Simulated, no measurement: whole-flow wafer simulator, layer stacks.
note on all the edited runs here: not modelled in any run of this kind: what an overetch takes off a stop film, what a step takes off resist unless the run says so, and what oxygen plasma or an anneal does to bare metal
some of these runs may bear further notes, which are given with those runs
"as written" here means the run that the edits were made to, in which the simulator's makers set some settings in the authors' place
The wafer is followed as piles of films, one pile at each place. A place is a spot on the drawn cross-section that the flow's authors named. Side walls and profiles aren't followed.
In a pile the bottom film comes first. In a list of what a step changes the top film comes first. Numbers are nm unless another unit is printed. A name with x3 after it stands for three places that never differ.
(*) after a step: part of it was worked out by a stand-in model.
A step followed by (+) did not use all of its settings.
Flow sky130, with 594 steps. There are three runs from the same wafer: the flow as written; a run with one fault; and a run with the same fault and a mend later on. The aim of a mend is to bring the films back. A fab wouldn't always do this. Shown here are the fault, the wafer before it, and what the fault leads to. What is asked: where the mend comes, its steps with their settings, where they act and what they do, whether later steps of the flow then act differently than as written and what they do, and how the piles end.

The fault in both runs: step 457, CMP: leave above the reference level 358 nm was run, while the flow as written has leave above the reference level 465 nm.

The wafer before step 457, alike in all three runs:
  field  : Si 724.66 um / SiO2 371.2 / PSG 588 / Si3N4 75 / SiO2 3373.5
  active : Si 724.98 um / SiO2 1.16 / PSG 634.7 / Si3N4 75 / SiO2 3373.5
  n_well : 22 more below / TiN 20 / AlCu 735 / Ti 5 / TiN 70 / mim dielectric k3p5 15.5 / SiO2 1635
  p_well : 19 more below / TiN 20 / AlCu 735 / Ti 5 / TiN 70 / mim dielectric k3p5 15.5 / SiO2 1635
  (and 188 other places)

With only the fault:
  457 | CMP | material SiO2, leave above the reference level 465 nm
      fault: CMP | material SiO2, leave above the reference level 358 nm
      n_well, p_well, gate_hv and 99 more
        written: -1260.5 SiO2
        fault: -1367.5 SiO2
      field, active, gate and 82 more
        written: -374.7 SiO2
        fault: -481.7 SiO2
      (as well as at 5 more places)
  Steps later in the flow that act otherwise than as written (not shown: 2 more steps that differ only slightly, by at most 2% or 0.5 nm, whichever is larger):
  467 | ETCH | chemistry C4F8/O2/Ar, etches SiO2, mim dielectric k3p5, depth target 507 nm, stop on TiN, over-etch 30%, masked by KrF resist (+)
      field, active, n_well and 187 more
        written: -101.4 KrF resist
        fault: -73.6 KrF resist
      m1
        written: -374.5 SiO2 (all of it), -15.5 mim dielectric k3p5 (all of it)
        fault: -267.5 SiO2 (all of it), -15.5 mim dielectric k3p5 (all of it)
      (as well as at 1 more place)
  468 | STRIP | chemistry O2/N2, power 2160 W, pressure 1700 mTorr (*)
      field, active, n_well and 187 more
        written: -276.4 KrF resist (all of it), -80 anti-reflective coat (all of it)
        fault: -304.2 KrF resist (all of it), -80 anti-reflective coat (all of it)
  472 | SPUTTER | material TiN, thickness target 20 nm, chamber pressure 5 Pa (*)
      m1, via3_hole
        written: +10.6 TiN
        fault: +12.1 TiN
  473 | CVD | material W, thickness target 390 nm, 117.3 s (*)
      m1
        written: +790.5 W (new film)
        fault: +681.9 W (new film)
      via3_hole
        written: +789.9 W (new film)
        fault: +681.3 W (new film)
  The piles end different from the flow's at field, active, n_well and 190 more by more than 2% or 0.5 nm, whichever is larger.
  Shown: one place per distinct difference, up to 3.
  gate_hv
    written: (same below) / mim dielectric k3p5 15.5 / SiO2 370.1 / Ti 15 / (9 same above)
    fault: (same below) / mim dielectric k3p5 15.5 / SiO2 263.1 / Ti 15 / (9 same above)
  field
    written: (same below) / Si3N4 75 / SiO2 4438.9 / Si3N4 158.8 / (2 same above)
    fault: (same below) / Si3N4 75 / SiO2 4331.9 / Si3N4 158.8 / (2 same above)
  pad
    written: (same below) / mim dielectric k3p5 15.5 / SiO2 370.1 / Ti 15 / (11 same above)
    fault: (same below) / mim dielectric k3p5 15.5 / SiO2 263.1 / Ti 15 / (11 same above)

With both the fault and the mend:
  The mend stands after step 457.
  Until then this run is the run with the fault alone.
  457a | HDPCVD | thickness target 107 nm (*) (the flow's step 456 again, with other settings)
      field, active, n_well and 189 more
        +107 SiO2
  Every later step of the flow that is run acts as written, at every place that is followed, to within 2% or 0.5 nm, whichever is larger.
  The piles end the same as the flow's at every place that both follow.
